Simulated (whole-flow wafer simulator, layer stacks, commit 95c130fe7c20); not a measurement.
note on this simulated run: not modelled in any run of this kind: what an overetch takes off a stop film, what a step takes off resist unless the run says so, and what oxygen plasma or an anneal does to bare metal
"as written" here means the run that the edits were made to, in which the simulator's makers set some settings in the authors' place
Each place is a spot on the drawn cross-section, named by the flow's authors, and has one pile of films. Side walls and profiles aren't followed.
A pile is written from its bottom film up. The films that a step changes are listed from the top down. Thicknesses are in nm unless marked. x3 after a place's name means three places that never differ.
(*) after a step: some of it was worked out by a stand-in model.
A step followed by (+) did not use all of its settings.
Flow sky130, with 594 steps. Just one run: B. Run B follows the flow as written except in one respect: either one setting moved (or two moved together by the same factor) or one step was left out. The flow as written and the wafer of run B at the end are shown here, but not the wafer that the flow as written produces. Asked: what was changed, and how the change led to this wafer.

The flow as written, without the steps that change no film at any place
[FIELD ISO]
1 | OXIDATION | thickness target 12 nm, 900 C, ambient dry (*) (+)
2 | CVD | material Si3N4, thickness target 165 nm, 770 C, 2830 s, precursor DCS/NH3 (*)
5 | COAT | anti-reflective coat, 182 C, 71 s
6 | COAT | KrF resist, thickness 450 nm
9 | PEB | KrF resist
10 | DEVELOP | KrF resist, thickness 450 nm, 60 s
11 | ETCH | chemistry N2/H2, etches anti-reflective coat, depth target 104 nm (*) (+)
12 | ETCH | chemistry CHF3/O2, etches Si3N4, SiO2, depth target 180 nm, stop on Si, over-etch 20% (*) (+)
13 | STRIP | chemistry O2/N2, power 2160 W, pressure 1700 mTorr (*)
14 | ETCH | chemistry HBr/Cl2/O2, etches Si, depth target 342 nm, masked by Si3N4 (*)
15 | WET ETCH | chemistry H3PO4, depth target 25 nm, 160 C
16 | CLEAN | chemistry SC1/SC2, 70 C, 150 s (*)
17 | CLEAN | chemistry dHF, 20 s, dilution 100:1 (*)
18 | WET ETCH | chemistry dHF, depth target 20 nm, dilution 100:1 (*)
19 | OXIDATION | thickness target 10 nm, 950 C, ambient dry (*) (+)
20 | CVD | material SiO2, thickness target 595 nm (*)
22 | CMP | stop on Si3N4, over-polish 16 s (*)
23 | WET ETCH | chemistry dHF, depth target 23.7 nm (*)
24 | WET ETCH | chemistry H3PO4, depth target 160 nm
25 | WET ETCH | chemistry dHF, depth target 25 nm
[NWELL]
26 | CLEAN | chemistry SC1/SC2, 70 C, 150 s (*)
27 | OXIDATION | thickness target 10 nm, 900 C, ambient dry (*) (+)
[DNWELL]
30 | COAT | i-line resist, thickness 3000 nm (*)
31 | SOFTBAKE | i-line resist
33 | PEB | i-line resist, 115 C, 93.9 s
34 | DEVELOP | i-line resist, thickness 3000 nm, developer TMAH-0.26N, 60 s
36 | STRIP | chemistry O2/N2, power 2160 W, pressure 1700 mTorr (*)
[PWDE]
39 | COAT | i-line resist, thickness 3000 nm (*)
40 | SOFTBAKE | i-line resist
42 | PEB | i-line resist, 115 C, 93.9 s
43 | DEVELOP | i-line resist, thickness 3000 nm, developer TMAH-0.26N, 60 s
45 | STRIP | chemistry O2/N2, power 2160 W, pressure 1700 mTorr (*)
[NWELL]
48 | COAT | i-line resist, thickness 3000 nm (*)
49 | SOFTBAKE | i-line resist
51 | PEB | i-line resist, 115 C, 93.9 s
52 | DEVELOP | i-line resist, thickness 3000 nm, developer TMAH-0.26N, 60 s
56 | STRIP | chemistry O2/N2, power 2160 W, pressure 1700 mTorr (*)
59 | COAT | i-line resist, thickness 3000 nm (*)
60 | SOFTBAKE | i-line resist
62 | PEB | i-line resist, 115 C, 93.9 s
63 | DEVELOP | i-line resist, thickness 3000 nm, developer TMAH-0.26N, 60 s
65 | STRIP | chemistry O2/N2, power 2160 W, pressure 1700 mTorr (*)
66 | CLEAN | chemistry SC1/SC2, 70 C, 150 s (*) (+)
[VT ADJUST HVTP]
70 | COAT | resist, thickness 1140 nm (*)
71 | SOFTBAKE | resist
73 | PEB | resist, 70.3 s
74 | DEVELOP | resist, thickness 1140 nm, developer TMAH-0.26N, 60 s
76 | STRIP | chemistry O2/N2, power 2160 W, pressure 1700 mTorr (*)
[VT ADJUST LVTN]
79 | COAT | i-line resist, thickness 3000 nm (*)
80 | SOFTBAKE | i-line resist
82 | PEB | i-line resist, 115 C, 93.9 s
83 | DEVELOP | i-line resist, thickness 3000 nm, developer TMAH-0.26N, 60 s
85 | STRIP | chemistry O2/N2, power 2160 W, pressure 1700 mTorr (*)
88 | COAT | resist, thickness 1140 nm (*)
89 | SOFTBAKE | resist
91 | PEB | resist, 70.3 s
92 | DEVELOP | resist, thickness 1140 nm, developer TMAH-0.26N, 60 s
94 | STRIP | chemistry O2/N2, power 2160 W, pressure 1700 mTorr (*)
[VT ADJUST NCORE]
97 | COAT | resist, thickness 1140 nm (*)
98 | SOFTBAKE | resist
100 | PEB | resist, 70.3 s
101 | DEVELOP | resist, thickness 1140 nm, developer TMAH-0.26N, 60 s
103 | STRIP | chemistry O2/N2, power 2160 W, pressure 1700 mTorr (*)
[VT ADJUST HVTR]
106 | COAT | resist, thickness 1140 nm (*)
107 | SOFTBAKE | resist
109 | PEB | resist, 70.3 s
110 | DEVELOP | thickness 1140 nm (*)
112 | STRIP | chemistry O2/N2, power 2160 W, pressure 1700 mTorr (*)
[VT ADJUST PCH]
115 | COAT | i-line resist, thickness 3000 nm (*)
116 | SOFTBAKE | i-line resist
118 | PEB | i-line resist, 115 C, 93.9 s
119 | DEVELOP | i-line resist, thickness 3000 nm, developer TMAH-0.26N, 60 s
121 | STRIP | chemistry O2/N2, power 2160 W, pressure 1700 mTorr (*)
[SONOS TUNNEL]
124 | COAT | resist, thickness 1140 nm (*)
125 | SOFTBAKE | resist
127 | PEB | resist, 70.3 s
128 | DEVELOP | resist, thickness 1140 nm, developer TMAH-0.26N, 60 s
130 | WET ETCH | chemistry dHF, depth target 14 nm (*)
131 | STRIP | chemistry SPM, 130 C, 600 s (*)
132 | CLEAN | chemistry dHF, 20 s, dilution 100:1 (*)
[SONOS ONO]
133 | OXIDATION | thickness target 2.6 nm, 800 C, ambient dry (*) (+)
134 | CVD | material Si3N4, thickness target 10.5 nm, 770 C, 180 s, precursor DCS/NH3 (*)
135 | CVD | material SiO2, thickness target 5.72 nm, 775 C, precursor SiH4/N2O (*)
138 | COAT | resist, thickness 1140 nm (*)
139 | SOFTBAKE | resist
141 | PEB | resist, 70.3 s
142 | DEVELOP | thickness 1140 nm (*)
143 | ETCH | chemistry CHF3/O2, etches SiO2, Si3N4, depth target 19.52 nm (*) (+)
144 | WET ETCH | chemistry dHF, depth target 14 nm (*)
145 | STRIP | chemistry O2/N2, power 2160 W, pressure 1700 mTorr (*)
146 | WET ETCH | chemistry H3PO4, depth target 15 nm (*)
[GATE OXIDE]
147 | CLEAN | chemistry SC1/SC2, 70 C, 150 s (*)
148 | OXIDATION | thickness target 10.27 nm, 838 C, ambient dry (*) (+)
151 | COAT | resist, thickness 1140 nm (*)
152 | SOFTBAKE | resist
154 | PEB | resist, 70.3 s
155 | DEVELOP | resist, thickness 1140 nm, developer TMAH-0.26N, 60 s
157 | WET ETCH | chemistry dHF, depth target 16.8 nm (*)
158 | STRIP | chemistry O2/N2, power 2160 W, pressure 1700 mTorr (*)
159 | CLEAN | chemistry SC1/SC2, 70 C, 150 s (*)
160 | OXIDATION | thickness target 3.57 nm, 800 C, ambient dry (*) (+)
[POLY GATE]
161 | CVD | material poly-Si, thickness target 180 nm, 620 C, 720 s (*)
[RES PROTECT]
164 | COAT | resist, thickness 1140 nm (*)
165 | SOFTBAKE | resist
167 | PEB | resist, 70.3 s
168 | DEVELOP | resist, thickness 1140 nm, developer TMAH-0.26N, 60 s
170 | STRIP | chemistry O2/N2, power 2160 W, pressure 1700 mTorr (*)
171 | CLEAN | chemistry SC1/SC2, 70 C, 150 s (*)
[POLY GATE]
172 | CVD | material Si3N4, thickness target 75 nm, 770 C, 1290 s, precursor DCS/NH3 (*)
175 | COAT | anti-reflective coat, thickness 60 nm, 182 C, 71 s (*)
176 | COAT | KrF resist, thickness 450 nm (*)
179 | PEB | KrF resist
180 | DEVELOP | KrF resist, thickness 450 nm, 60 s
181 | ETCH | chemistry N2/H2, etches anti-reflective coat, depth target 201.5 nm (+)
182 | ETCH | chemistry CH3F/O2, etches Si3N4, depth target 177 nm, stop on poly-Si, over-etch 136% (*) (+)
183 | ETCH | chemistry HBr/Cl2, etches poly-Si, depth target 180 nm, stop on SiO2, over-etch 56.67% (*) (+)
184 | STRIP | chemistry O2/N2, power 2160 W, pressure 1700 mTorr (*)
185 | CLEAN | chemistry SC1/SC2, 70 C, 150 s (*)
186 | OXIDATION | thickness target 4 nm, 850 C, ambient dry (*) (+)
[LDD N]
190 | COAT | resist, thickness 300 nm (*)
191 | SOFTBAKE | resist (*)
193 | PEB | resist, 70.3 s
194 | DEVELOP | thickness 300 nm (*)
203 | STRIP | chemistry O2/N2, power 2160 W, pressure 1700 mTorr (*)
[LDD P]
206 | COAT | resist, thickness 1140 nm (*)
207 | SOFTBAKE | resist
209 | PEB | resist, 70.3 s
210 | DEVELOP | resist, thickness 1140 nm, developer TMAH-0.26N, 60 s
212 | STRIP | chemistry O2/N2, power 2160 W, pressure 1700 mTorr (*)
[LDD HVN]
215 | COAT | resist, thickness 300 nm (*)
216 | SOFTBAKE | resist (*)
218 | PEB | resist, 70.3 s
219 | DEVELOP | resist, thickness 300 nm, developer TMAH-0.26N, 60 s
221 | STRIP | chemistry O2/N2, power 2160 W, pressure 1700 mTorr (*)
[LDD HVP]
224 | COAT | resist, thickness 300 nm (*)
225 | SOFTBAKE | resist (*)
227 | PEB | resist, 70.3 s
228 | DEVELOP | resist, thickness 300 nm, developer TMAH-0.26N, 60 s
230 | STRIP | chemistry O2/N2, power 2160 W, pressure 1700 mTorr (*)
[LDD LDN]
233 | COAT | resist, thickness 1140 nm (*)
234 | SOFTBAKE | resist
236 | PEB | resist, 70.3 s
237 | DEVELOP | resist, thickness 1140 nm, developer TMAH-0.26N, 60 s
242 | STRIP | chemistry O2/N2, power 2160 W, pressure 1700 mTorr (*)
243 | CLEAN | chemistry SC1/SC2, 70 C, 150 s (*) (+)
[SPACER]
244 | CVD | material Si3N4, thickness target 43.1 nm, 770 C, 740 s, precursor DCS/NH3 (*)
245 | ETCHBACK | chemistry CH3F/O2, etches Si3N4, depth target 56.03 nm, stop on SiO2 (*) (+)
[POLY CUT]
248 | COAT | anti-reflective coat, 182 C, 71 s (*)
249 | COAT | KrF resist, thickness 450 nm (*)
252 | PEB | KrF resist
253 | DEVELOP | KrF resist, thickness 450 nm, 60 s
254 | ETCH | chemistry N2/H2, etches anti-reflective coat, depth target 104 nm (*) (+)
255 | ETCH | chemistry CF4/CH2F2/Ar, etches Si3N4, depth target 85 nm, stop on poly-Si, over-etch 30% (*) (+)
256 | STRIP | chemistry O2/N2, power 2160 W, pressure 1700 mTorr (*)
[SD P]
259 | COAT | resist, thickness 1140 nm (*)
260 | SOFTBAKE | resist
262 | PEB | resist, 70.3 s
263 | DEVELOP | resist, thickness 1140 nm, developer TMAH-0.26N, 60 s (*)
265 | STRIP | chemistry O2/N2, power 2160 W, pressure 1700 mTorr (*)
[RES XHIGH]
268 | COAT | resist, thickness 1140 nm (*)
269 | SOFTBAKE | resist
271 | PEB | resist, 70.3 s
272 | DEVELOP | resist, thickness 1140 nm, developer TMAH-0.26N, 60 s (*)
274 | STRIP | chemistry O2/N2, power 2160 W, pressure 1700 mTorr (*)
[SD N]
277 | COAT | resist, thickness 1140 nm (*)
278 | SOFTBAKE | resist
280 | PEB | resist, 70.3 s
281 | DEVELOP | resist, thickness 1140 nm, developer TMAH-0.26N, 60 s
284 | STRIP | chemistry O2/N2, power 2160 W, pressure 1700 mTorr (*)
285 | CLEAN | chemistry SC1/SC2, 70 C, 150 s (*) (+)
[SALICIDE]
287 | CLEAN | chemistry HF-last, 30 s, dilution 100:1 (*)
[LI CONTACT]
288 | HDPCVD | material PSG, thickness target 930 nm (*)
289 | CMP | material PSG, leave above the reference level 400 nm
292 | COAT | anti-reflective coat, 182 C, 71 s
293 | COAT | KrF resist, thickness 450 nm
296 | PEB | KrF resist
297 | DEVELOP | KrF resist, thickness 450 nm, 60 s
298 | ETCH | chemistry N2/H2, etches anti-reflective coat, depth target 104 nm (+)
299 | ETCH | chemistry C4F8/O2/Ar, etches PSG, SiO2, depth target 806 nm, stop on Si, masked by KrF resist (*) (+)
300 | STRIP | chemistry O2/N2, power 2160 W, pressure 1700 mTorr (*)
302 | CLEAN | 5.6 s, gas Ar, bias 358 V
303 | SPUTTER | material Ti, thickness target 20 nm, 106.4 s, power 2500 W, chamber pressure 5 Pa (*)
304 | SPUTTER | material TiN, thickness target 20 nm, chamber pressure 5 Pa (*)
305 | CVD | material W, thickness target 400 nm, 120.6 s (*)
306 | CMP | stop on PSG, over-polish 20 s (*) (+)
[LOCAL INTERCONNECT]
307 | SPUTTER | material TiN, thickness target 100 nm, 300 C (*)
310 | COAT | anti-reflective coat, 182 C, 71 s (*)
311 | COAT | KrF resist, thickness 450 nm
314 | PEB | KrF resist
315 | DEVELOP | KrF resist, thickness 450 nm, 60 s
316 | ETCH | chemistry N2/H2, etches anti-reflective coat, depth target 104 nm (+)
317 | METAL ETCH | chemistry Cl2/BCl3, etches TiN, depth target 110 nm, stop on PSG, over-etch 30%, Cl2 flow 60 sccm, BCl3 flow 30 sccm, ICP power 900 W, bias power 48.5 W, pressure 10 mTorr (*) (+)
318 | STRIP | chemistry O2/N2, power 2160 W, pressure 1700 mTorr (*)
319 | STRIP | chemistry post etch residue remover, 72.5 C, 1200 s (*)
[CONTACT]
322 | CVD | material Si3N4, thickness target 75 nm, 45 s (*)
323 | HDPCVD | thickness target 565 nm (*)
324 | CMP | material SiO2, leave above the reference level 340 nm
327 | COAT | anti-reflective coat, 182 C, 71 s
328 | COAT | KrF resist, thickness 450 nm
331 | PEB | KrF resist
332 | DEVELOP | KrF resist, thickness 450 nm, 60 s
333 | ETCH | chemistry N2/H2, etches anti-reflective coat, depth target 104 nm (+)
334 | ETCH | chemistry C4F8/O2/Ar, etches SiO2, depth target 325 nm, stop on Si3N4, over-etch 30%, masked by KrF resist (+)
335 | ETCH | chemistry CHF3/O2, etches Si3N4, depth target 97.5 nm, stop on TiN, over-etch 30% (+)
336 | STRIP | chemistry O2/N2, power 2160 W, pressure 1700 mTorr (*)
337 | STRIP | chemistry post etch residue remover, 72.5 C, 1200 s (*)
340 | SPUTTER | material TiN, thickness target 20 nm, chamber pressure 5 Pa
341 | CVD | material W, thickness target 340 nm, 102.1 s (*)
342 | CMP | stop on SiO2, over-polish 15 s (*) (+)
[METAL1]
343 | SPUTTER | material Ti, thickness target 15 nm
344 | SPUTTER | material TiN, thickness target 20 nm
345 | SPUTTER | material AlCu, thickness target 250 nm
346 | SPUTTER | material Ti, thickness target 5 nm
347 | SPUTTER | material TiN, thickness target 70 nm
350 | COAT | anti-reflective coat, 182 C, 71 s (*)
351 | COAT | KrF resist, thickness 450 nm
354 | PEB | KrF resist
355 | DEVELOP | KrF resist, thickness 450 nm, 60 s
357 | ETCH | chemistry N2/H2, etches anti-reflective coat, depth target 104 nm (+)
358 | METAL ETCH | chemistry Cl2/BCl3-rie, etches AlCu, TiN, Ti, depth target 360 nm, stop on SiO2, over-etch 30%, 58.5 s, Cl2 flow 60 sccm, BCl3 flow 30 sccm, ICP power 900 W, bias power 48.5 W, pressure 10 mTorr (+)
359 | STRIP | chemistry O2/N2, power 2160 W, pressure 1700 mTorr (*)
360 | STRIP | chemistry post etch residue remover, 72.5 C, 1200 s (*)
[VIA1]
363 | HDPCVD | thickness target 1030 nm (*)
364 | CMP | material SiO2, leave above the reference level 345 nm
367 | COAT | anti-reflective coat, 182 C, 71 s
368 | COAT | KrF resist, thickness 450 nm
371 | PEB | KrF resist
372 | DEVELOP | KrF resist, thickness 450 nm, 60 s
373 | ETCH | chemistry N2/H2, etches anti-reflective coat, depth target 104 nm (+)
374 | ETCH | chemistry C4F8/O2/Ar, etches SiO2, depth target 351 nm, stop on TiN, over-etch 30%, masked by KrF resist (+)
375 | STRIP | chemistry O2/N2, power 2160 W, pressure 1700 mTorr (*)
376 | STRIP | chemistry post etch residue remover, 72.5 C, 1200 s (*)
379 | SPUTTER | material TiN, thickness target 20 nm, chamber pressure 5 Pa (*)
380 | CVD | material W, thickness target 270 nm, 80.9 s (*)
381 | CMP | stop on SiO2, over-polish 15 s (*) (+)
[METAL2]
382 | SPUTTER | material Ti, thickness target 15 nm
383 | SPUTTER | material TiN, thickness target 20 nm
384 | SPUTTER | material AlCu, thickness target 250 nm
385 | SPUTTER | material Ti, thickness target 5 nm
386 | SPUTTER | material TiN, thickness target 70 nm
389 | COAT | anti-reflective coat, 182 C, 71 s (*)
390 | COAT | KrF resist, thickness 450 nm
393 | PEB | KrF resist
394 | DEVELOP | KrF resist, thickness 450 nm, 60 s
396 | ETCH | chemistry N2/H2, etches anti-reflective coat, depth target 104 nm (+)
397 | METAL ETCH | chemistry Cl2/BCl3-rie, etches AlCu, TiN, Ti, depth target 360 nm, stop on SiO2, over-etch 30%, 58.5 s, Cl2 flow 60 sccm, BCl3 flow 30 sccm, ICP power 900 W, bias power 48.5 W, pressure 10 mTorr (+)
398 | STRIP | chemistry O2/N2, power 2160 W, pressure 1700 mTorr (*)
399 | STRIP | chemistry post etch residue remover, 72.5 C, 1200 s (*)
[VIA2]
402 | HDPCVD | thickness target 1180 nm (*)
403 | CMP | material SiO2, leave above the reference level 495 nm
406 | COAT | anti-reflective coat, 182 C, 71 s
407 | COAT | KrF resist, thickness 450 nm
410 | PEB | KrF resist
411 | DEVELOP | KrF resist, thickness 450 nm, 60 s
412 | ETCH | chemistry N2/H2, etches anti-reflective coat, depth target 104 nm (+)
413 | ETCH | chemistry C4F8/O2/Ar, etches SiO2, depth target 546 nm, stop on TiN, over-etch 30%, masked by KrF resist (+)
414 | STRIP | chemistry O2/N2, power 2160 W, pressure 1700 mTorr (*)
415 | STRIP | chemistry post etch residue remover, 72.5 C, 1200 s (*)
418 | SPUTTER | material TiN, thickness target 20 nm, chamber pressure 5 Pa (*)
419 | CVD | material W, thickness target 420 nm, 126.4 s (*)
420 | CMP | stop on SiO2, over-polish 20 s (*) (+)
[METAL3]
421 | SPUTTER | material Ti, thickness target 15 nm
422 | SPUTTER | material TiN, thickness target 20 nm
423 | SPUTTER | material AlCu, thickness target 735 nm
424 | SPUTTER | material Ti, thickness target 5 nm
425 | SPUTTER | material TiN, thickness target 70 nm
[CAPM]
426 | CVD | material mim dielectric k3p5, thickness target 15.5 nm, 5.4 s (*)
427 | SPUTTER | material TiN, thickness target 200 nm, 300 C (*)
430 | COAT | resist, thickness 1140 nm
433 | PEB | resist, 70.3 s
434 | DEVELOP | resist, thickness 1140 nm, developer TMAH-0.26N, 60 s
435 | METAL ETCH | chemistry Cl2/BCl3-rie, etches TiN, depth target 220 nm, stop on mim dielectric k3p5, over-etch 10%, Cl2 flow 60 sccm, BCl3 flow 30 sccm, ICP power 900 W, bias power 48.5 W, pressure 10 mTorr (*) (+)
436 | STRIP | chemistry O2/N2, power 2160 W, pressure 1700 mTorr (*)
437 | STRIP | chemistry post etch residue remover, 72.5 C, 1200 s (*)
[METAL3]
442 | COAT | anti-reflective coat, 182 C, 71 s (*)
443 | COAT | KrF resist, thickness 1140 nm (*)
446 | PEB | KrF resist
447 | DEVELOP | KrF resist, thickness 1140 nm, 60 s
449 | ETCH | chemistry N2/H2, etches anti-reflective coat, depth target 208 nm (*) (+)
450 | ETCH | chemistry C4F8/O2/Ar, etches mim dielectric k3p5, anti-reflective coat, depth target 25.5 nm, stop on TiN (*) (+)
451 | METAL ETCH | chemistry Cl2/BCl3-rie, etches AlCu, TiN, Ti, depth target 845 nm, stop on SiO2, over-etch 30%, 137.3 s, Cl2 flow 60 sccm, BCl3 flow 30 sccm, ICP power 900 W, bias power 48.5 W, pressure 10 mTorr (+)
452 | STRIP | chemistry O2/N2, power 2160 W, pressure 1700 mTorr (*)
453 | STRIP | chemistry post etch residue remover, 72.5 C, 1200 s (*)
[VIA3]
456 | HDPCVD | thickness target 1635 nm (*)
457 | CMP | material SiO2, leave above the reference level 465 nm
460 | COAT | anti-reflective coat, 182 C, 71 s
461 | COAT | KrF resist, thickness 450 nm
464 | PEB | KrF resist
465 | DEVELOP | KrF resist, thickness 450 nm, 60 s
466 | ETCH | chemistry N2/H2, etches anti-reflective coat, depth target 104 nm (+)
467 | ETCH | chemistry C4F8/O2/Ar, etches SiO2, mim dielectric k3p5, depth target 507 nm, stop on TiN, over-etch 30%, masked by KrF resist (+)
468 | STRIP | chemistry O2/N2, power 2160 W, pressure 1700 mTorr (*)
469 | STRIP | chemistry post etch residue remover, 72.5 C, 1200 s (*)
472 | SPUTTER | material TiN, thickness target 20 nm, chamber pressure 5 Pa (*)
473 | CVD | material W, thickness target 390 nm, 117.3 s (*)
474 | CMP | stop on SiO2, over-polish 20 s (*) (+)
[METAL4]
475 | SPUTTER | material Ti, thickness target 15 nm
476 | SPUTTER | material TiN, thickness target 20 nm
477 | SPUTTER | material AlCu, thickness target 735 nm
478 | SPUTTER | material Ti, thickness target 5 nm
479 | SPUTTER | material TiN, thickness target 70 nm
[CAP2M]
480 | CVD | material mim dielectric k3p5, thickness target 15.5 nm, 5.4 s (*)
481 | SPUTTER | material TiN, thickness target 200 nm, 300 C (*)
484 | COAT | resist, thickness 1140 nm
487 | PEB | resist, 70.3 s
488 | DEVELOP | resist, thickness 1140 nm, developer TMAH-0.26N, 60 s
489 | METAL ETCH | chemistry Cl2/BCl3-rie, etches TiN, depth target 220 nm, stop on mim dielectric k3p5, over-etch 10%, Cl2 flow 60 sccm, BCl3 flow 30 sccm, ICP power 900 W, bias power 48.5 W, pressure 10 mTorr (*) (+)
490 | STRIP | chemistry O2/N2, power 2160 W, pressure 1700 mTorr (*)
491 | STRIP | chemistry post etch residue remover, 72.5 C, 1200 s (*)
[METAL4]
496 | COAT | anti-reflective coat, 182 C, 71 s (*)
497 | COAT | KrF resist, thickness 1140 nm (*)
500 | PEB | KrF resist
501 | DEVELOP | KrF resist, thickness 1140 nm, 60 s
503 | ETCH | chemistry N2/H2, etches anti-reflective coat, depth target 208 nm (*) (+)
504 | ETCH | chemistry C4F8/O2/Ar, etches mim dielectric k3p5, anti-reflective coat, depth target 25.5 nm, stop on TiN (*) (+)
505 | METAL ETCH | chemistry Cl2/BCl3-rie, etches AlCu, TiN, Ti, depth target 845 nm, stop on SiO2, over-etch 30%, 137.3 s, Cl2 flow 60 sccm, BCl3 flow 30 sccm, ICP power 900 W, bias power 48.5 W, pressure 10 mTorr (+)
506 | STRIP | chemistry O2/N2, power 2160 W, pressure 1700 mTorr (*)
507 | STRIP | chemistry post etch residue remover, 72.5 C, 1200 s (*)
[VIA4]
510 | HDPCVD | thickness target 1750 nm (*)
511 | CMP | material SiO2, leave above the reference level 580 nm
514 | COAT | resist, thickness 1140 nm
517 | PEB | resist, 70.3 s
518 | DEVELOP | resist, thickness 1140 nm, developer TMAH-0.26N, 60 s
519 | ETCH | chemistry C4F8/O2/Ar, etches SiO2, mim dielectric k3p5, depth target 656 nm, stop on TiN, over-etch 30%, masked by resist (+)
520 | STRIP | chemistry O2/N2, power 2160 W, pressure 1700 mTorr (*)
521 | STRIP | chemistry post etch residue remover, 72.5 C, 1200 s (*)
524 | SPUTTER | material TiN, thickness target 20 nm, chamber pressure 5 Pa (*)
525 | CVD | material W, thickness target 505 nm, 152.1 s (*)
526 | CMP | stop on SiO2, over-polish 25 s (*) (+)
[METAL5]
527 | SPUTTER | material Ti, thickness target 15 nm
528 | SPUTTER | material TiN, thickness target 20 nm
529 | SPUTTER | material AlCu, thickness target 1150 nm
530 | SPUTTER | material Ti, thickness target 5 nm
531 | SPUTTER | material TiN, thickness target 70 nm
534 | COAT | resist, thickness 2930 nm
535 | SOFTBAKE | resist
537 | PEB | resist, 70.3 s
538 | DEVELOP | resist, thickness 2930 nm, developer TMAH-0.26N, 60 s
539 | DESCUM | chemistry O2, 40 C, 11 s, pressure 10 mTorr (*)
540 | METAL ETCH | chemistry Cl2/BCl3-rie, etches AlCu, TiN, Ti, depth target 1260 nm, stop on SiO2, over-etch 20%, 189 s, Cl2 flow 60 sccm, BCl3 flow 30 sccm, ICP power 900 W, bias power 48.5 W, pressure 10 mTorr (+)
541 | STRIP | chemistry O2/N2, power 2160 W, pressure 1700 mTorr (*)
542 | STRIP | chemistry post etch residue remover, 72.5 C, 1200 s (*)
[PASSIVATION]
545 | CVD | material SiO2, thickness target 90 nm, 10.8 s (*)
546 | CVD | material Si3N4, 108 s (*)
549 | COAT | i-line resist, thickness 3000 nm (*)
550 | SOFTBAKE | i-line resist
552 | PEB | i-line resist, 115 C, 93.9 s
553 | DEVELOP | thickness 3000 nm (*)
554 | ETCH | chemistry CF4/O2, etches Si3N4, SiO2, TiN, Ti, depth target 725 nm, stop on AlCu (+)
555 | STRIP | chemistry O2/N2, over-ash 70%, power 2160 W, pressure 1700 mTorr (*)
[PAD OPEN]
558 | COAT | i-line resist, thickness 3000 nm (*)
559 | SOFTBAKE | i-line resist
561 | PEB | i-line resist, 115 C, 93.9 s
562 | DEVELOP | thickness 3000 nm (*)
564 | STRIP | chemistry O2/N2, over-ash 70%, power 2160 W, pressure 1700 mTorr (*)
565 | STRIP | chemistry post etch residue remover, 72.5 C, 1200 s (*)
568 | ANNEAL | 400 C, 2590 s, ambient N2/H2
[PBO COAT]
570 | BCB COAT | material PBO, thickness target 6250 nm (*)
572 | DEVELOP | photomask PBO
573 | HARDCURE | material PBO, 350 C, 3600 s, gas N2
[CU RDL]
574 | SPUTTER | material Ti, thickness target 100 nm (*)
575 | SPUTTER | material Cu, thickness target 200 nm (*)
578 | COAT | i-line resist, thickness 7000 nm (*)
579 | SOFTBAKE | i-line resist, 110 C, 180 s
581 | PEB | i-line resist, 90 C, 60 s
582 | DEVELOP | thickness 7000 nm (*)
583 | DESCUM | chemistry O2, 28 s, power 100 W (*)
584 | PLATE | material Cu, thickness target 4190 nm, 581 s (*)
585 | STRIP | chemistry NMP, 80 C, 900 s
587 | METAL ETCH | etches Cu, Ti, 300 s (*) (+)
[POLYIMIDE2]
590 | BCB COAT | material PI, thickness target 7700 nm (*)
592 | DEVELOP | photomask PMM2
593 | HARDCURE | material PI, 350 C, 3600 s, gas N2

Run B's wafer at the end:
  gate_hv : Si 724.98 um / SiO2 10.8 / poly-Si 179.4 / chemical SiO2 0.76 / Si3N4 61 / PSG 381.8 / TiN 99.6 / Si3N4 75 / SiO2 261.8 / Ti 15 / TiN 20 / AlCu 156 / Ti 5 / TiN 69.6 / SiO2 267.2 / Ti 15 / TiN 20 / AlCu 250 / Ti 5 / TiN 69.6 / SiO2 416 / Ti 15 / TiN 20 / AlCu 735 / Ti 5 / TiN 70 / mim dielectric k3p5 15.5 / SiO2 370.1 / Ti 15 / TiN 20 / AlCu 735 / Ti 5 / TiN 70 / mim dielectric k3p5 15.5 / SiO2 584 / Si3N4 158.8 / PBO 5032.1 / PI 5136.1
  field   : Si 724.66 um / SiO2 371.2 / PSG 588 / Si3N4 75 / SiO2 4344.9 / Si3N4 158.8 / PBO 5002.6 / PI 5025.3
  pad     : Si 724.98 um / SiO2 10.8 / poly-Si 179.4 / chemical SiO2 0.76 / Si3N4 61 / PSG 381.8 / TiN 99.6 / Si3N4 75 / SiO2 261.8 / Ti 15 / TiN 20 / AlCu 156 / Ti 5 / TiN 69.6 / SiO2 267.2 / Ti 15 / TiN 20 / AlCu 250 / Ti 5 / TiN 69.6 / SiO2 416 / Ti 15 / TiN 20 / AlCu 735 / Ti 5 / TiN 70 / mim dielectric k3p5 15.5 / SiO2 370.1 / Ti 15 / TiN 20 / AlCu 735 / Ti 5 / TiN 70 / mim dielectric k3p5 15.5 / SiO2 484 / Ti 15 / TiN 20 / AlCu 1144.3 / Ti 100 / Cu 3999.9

Cause: step 345, SPUTTER: thickness target 156 nm was run, whereas the flow has thickness target 250 nm.
The wafer itself shows it: gate_hv has AlCu 156, and step 345 as written asks for 250 nm.

How this came from the change, step by step:
  345 | SPUTTER | material AlCu, thickness target 250 nm
      field, active, n_well and 188 more: AlCu gains 156 (new film) (as written it would have been: AlCu gains 250 (new film))
  358 | METAL ETCH | chemistry Cl2/BCl3-rie, etches AlCu, TiN, Ti, depth target 360 nm, stop on SiO2, over-etch 30%, 58.5 s, Cl2 flow 60 sccm, BCl3 flow 30 sccm, ICP power 900 W, bias power 48.5 W, pressure 10 mTorr (+)
      field, active, gate and 81 more: TiN loses 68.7 (all of it), Ti loses 5 (all of it), AlCu loses 156 (all of it), TiN loses 20 (all of it), Ti loses 15 (all of it), SiO2 loses 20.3 (as written it would have been: TiN loses 68.7 (all of it), Ti loses 5 (all of it), AlCu loses 250 (all of it), TiN loses 20 (all of it), Ti loses 15 (all of it), SiO2 loses 10.9)
  364 | CMP | material SiO2, leave above the reference level 345 nm
      field, active, gate and 81 more: SiO2 loses 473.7 (as written it would have been: SiO2 loses 389.1)
